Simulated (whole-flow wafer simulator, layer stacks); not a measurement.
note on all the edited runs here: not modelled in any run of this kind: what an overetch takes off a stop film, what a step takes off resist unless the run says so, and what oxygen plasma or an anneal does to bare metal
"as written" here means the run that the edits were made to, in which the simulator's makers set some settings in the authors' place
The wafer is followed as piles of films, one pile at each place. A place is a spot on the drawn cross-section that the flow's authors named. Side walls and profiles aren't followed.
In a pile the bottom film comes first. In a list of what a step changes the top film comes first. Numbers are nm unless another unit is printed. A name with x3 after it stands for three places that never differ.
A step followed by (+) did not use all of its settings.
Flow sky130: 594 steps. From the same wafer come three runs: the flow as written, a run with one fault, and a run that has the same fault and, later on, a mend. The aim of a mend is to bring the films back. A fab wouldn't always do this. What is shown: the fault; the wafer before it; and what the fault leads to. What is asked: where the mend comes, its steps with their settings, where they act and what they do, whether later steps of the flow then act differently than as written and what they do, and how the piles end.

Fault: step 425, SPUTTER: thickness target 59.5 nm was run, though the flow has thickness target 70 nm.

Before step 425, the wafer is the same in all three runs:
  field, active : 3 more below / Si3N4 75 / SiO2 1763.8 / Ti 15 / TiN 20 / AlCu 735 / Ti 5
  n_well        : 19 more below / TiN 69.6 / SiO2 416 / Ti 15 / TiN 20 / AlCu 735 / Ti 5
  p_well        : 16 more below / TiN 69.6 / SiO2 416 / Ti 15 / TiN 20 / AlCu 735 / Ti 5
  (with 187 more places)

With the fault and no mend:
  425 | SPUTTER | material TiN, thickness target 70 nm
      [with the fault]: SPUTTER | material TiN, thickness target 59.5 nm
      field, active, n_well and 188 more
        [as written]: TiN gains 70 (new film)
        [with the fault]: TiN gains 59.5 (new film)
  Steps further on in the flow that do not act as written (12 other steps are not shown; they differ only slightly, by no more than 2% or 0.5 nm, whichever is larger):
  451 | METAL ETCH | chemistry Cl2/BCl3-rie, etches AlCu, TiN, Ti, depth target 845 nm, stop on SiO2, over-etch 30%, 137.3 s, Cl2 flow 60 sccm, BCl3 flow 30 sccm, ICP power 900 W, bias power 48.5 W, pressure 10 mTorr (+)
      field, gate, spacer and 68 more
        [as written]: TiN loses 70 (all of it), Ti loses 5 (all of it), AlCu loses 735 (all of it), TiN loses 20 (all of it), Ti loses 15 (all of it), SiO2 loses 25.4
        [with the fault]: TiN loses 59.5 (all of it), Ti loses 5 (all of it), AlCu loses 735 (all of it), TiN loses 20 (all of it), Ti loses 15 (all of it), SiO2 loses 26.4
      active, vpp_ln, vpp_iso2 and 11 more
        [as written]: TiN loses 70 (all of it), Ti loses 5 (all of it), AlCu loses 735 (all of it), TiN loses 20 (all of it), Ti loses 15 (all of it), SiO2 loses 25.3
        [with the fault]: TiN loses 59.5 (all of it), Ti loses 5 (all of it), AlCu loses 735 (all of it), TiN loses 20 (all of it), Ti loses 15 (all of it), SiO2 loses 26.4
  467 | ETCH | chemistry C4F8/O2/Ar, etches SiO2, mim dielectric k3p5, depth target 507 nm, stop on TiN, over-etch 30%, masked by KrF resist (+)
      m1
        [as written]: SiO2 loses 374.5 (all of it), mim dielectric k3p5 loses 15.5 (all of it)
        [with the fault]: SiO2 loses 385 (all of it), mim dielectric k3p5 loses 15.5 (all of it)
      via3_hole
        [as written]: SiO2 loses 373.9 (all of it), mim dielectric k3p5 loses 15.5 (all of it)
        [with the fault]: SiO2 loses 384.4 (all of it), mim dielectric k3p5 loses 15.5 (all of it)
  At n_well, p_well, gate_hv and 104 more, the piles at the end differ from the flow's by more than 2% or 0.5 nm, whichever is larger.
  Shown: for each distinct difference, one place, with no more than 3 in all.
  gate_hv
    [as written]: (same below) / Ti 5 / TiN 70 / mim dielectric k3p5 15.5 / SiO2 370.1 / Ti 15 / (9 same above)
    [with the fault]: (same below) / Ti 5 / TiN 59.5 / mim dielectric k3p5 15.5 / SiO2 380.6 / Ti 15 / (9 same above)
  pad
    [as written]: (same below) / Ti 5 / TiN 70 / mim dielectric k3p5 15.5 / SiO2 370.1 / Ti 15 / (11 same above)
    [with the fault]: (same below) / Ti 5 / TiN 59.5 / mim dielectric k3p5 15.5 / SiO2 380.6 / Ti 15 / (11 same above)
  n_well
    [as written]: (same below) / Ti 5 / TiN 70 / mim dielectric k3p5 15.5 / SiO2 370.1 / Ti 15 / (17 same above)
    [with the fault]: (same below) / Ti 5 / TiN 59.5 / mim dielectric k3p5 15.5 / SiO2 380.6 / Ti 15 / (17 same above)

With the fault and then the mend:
  After step 425 comes the mend.
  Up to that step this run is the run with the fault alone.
  425a | SPUTTER | material TiN, thickness target 10.5 nm (a further turn of the flow's step 425, with different settings)
      field, active, n_well and 188 more
        TiN gains 10.5
  None of the later steps of the flow acts differently than as written at any place that is followed.
  The piles end the same as the flow's at every place that both follow.
